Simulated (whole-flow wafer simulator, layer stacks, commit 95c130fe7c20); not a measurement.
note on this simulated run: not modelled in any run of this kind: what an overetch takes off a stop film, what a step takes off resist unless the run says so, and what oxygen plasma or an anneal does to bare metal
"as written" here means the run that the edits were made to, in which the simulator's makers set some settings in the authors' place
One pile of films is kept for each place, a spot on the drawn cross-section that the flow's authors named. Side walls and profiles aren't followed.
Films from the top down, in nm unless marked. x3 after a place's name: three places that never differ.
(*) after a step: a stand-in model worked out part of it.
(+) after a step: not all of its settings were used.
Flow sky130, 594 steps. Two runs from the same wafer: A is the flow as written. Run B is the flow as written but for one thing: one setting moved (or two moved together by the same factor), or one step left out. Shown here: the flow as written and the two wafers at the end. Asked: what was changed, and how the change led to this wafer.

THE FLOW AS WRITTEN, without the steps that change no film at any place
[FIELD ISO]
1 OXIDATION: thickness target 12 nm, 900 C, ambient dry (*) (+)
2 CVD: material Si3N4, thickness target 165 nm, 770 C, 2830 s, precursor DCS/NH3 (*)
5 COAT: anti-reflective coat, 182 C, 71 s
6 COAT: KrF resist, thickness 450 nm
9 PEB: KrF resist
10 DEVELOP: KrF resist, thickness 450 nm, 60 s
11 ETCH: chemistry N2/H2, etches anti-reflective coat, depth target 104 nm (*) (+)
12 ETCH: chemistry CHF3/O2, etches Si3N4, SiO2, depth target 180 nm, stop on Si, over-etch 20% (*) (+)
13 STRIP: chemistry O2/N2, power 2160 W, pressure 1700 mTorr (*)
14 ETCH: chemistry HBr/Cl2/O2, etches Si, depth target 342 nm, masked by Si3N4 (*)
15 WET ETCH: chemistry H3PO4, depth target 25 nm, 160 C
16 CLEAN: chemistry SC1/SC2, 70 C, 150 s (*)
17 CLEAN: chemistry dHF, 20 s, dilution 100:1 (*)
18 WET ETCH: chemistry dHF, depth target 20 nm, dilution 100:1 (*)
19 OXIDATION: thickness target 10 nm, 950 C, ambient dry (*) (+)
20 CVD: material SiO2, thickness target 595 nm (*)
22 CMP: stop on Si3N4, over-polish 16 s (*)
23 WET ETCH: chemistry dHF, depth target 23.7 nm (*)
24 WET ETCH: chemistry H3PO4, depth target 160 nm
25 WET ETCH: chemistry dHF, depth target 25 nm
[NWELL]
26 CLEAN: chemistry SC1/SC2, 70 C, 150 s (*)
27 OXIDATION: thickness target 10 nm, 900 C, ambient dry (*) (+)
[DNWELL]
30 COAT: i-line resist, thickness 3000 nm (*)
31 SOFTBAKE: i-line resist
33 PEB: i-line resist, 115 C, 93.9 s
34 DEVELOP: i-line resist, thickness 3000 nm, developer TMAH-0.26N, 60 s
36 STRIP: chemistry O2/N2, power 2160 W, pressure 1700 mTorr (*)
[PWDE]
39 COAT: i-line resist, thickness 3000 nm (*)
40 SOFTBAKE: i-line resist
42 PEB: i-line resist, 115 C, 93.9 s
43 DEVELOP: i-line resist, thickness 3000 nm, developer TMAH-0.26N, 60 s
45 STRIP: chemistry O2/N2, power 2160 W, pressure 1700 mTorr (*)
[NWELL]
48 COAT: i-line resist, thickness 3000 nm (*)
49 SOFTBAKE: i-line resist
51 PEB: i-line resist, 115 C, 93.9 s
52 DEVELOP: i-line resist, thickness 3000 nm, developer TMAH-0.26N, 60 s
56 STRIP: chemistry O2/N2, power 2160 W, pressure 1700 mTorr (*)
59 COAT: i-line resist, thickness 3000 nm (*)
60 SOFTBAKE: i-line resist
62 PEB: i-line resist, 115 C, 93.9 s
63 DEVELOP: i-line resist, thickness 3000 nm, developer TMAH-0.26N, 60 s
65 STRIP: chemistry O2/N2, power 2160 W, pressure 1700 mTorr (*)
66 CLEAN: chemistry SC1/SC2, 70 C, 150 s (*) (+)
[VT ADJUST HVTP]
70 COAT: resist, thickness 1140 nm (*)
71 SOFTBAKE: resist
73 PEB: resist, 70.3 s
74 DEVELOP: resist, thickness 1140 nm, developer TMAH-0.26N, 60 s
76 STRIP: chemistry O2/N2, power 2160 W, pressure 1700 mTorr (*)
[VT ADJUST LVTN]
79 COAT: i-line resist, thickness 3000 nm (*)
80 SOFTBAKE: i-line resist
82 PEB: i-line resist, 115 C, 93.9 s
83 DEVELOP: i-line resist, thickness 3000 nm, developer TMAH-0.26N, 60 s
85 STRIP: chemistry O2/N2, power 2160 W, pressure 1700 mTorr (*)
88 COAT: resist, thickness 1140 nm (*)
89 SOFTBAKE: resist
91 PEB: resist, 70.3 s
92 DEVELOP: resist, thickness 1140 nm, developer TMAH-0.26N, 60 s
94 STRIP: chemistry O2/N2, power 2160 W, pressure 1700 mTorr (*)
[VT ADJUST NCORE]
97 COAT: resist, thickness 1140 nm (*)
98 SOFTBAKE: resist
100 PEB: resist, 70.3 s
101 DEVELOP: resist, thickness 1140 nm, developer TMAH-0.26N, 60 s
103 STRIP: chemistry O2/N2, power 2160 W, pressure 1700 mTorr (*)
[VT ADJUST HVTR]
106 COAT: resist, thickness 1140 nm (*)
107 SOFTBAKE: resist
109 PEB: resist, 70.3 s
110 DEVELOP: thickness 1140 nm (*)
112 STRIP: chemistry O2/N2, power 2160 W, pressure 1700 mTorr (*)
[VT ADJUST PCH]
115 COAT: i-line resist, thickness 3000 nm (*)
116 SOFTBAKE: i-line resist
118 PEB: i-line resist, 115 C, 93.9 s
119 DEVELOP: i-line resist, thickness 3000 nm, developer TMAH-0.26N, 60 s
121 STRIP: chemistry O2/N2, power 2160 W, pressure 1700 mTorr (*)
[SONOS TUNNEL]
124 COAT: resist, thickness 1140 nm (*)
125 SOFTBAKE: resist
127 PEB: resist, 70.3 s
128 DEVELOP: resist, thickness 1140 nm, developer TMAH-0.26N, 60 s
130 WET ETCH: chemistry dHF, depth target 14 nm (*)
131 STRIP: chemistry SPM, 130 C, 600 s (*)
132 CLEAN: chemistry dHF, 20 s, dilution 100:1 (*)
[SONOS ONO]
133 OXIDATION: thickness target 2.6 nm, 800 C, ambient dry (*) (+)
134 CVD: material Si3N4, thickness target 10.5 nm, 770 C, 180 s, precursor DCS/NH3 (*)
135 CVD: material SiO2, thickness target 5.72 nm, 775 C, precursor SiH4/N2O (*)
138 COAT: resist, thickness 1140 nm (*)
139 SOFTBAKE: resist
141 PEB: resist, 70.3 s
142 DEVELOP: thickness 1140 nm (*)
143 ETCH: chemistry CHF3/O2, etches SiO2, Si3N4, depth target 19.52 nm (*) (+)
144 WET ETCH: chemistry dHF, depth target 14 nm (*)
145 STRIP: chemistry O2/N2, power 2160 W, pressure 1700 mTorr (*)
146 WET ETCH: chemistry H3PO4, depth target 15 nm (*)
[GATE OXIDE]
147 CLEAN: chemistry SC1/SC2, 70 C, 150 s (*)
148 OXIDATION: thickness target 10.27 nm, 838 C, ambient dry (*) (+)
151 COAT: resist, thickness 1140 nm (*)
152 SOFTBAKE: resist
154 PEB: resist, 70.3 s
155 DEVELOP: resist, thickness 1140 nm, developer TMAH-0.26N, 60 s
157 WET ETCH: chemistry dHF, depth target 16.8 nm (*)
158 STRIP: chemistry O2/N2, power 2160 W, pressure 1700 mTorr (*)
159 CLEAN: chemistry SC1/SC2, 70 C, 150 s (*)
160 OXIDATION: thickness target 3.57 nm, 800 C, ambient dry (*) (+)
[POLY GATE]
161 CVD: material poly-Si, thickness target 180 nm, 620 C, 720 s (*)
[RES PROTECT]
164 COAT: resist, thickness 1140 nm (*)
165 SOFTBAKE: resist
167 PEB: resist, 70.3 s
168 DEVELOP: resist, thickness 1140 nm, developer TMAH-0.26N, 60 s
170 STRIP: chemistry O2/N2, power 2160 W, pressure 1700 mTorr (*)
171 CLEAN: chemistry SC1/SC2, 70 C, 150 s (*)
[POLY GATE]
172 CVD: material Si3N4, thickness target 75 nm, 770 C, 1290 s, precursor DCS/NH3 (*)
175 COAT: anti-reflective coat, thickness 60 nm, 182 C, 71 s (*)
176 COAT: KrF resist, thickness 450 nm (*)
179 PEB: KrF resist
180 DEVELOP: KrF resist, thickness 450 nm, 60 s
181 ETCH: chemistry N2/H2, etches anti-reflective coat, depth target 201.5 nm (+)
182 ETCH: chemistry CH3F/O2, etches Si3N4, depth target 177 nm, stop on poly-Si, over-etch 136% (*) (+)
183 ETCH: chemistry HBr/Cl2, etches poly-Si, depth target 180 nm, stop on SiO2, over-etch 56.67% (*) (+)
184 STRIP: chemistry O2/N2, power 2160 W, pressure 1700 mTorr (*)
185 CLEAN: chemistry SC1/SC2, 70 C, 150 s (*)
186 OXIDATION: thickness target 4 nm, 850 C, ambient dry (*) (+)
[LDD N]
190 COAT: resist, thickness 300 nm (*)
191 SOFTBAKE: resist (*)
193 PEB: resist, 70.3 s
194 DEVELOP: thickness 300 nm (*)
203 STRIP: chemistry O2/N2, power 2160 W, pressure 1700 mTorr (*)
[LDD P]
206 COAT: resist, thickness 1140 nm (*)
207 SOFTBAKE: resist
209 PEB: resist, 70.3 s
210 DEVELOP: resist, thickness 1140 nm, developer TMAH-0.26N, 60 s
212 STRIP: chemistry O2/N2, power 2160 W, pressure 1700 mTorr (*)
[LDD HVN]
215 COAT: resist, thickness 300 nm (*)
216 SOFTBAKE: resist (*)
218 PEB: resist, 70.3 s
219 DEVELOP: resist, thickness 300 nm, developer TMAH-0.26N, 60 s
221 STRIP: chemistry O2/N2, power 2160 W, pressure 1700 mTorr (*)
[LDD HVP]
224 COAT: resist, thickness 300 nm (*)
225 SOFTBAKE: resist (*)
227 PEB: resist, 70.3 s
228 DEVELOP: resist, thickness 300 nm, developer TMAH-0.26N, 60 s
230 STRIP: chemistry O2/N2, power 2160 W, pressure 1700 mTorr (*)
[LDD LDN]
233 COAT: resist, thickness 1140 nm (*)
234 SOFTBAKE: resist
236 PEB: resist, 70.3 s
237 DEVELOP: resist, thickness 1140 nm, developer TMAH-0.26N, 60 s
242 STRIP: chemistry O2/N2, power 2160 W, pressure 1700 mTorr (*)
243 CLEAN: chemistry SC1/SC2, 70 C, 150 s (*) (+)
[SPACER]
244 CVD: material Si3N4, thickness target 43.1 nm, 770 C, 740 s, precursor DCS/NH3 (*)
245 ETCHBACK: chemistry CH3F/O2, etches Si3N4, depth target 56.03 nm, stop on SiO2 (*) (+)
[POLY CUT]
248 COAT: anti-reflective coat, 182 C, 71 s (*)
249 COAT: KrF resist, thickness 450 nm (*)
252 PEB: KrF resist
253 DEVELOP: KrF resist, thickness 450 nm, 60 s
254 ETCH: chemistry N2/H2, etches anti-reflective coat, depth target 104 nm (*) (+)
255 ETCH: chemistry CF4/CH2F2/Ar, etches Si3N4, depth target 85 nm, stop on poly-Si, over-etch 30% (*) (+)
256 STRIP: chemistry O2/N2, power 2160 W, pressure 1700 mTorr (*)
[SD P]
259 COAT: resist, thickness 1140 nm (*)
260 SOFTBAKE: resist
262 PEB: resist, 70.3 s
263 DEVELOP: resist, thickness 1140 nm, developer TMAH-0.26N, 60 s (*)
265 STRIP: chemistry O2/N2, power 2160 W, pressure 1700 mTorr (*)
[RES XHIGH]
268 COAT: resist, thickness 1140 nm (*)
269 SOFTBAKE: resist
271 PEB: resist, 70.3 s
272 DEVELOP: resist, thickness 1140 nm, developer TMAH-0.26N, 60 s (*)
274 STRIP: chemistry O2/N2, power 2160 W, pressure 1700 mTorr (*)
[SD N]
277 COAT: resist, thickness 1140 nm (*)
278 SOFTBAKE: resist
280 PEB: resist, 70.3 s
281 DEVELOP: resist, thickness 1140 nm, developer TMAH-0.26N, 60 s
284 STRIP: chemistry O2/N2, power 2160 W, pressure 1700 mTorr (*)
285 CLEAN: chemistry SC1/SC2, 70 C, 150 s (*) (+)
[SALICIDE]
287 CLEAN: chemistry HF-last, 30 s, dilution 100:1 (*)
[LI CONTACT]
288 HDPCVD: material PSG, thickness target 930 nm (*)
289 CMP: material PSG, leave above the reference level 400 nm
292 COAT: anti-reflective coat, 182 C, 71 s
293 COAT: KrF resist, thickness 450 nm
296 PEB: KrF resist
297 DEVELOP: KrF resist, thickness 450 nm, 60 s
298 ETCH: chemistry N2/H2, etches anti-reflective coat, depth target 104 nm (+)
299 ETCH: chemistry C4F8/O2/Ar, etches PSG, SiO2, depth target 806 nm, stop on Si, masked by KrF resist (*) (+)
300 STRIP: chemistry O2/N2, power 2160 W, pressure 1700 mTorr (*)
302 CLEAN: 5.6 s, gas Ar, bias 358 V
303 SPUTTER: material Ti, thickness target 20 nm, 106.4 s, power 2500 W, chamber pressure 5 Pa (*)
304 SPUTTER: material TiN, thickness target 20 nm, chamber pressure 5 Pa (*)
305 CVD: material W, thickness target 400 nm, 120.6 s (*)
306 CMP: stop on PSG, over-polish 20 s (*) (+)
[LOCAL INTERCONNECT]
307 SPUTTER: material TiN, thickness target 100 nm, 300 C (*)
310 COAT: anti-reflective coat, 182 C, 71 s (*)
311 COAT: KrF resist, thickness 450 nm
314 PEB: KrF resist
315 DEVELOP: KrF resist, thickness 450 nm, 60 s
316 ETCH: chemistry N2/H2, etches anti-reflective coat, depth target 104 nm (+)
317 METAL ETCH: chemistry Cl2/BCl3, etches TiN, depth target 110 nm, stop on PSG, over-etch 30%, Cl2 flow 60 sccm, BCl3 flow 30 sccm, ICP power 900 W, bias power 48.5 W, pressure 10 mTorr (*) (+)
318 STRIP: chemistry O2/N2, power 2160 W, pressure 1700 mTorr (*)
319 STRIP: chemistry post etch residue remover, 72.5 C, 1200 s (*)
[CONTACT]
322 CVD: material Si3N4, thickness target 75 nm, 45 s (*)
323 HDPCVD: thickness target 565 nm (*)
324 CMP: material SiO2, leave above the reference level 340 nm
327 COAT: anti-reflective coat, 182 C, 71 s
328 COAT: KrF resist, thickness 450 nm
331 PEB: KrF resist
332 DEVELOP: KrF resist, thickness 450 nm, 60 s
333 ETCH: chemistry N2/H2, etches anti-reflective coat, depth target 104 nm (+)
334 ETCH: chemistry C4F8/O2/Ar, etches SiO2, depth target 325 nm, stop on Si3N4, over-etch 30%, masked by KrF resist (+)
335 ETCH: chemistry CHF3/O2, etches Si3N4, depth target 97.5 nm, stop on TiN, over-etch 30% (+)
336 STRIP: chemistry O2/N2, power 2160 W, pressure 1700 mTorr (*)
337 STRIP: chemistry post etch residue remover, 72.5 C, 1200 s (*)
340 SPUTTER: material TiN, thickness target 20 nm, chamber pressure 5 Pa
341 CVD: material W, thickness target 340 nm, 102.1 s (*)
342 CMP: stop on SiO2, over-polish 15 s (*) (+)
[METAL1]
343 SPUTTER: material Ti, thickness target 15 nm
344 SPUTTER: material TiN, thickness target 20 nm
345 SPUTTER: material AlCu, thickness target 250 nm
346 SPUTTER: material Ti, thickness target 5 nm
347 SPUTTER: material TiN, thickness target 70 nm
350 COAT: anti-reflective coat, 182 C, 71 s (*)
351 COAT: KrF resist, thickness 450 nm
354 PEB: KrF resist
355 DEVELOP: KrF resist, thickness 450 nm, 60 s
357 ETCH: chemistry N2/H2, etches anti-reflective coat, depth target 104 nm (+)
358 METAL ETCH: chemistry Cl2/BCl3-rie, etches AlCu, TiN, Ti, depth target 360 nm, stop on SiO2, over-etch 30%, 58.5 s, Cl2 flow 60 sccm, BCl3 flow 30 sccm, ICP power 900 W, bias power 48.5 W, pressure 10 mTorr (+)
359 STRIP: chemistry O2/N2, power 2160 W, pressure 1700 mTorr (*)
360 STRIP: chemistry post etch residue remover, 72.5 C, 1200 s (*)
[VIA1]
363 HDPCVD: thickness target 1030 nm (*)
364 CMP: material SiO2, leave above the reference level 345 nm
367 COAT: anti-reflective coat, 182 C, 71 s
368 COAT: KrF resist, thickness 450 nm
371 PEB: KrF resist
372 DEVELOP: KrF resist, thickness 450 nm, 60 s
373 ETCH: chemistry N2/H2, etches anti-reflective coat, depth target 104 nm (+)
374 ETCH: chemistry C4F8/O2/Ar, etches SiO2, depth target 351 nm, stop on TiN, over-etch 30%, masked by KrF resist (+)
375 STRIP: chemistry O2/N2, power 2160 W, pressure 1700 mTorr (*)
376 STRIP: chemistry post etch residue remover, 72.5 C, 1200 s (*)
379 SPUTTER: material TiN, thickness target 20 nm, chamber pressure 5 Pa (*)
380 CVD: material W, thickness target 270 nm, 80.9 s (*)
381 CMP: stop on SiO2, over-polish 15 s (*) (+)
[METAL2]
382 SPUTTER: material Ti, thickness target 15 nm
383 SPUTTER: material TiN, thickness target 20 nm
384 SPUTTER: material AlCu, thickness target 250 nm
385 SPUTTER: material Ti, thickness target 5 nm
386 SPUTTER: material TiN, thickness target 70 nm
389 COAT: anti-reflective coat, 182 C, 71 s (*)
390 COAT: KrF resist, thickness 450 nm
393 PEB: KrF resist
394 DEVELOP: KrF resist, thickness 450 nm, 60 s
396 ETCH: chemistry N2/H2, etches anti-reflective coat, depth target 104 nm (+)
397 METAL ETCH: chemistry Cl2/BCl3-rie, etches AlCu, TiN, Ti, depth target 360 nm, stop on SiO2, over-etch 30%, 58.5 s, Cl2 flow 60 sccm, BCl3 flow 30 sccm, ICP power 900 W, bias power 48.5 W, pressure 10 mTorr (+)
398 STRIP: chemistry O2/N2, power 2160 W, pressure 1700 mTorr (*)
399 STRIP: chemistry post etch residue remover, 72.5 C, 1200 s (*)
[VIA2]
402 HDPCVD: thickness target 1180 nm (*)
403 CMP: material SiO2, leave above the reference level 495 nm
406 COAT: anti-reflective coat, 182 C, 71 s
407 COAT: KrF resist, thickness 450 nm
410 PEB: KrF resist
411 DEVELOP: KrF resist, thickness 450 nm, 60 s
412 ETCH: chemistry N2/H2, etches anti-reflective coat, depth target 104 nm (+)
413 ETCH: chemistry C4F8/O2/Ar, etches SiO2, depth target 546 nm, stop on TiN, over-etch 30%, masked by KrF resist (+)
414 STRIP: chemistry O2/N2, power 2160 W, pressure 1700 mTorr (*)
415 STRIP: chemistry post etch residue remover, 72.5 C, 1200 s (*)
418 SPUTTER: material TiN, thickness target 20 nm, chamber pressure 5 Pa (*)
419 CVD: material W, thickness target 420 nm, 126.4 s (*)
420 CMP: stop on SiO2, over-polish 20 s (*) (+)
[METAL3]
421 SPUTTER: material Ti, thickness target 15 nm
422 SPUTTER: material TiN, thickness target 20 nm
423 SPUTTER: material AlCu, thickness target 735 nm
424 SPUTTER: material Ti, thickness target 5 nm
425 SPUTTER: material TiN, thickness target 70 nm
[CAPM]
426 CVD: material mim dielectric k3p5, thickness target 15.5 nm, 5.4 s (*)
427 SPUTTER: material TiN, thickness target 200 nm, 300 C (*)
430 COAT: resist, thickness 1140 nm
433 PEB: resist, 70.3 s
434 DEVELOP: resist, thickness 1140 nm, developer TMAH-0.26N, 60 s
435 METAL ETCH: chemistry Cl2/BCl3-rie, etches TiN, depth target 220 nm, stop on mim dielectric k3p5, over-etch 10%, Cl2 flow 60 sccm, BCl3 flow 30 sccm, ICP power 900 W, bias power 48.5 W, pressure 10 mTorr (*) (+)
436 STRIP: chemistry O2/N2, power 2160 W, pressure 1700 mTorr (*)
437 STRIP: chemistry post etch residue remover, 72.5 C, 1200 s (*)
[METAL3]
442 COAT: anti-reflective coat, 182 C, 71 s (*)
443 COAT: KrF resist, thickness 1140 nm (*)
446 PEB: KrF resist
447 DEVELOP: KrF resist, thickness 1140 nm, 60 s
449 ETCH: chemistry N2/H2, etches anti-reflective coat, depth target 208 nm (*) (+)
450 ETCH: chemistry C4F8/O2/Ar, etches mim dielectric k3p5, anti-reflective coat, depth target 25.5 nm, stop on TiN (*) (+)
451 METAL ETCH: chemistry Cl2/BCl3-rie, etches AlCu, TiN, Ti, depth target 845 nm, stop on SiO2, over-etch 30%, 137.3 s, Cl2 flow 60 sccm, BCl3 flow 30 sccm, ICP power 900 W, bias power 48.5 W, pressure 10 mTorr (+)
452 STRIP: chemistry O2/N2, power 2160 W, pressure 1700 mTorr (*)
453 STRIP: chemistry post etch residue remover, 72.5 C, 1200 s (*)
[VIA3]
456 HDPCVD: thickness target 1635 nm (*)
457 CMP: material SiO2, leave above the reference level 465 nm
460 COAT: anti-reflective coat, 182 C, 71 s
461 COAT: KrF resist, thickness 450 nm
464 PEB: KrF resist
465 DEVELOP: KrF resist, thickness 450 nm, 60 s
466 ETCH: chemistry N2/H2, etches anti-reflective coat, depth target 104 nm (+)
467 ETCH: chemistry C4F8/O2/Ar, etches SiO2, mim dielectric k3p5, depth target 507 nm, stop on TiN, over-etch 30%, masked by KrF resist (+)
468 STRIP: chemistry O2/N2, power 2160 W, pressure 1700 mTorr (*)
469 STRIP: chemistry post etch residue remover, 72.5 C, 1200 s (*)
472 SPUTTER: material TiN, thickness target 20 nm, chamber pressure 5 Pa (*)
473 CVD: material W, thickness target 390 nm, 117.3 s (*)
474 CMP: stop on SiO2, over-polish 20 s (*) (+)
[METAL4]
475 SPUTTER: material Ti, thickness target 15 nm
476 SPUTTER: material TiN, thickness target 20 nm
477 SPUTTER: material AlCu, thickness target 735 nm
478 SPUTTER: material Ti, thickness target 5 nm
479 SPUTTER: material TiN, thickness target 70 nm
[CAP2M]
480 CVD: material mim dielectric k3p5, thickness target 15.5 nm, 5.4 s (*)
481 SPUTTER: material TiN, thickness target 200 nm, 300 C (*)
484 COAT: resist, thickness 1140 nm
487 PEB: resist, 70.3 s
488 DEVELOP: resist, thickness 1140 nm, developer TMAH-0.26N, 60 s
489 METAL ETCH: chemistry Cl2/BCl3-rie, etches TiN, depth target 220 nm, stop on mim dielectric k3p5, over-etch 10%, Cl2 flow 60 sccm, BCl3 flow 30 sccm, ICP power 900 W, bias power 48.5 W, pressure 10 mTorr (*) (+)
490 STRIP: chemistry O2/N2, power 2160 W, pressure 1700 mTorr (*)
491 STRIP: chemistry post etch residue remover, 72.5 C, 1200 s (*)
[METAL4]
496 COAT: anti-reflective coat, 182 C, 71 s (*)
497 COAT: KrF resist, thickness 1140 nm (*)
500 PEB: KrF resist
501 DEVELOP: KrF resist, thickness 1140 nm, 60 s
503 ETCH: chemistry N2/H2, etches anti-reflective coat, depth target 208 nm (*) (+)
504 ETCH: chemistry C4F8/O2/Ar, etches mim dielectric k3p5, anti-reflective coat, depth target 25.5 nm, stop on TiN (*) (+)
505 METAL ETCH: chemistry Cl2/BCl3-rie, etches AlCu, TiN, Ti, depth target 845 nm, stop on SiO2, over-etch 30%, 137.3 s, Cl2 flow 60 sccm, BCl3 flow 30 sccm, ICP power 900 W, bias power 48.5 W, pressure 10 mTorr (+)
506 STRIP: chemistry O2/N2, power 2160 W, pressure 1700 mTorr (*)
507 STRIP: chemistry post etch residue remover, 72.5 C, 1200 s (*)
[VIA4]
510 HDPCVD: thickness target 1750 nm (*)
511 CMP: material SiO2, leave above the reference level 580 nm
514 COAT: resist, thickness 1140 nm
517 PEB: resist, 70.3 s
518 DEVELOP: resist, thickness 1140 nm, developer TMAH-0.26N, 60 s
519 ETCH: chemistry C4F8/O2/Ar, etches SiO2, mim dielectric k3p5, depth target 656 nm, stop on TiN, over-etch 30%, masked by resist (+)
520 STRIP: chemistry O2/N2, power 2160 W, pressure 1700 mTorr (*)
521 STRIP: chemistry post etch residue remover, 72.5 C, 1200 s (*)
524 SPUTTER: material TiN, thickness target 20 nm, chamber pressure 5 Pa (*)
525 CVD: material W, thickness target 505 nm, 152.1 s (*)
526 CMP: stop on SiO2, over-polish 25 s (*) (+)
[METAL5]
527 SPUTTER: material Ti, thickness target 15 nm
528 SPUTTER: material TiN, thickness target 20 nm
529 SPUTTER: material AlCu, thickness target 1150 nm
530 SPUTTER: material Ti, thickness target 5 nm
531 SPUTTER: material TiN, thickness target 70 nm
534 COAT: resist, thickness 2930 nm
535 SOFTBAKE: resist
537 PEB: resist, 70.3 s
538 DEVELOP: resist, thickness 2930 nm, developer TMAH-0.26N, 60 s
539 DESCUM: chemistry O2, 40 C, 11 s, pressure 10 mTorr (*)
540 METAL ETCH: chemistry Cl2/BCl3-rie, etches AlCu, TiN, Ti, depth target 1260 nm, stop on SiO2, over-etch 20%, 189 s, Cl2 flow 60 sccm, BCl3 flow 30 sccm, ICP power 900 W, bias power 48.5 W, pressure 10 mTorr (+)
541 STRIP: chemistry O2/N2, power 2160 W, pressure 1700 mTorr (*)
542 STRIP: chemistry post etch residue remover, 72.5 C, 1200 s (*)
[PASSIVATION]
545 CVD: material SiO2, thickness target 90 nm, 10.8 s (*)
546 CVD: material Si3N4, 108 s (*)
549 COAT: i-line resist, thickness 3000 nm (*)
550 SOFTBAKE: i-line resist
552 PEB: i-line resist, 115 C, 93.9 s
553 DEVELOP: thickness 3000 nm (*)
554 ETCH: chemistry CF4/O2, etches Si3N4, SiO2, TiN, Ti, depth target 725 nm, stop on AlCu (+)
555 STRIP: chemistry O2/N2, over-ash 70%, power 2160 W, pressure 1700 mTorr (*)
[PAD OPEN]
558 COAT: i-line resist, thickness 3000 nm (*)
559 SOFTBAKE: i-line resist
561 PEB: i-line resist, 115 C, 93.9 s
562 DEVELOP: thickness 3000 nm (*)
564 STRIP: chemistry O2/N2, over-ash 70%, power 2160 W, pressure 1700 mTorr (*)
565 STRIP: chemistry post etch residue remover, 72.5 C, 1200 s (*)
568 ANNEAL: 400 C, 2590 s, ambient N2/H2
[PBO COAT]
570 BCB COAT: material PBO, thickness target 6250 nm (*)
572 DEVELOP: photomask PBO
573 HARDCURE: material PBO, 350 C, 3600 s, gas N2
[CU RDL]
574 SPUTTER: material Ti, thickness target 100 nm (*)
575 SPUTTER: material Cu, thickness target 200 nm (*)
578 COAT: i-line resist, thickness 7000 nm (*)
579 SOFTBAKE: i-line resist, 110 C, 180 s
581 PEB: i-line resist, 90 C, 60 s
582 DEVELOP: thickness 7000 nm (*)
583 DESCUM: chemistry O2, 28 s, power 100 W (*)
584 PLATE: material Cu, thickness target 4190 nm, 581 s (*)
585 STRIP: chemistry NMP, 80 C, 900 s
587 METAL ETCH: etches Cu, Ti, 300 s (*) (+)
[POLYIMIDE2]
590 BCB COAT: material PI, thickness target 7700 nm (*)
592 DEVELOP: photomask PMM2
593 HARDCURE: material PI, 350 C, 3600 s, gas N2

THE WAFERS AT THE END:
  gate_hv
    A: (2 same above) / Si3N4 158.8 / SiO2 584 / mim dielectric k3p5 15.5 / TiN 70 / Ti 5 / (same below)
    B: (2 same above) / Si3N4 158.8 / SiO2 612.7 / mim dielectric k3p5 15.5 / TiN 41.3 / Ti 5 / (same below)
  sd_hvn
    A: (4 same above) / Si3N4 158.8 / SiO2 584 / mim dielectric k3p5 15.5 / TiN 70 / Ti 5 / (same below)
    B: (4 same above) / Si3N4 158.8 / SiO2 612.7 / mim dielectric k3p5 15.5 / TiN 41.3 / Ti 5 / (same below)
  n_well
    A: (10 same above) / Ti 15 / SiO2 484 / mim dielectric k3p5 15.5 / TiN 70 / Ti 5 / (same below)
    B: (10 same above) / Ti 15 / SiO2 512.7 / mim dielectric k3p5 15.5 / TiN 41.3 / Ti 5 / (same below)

The cause: step 479, SPUTTER: thickness target 41.3 nm was run, where the flow has thickness target 70 nm.
It can be read off the wafer: gate_hv has TiN 41.3, and step 479 as written asks for 70 nm.

How the change led to this, step by step:
  479 SPUTTER: material TiN, thickness target 70 nm
      field, active, n_well and 189 more: A TiN +70 (new film) | B TiN +41.3 (new film)
  505 METAL ETCH: chemistry Cl2/BCl3-rie, etches AlCu, TiN, Ti, depth target 845 nm, stop on SiO2, over-etch 30%, 137.3 s, Cl2 flow 60 sccm, BCl3 flow 30 sccm, ICP power 900 W, bias power 48.5 W, pressure 10 mTorr (+)
      field, gate, spacer and 68 more: A TiN -70 (all of it), Ti -5 (all of it), AlCu -735 (all of it), TiN -20 (all of it), Ti -15 (all of it), SiO2 -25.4 | B TiN -41.3 (all of it), Ti -5 (all of it), AlCu -735 (all of it), TiN -20 (all of it), Ti -15 (all of it), SiO2 -28.2
      active, vpp_iso1, mim_edge_plate and 14 more: A TiN -70 (all of it), Ti -5 (all of it), AlCu -735 (all of it), TiN -20 (all of it), Ti -15 (all of it), SiO2 -25.3 | B TiN -41.3 (all of it), Ti -5 (all of it), AlCu -735 (all of it), TiN -20 (all of it), Ti -15 (all of it), SiO2 -28.2
  511 CMP: material SiO2, leave above the reference level 580 nm
      n_well, p_well, gate_hv and 99 more: A SiO2 -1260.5 | B SiO2 -1231.8
      m1, via3_hole: A SiO2 -1259.9 | B SiO2 -1231.2
  519 ETCH: chemistry C4F8/O2/Ar, etches SiO2, mim dielectric k3p5, depth target 656 nm, stop on TiN, over-etch 30%, masked by resist (+)
      m1: A SiO2 -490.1 (all of it), mim dielectric k3p5 -15.5 (all of it) | B SiO2 -518.8 (all of it), mim dielectric k3p5 -15.5 (all of it)
      via4_hole: A SiO2 -489.5 (all of it), mim dielectric k3p5 -15.5 (all of it) | B SiO2 -518.2 (all of it), mim dielectric k3p5 -15.5 (all of it)
  525 CVD: material W, thickness target 505 nm, 152.1 s (*)
      m1: A W +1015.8 (new film) | B W +1044.7 (new film)
      via4_hole: A W +1015.2 (new film) | B W +1044.1 (new film)
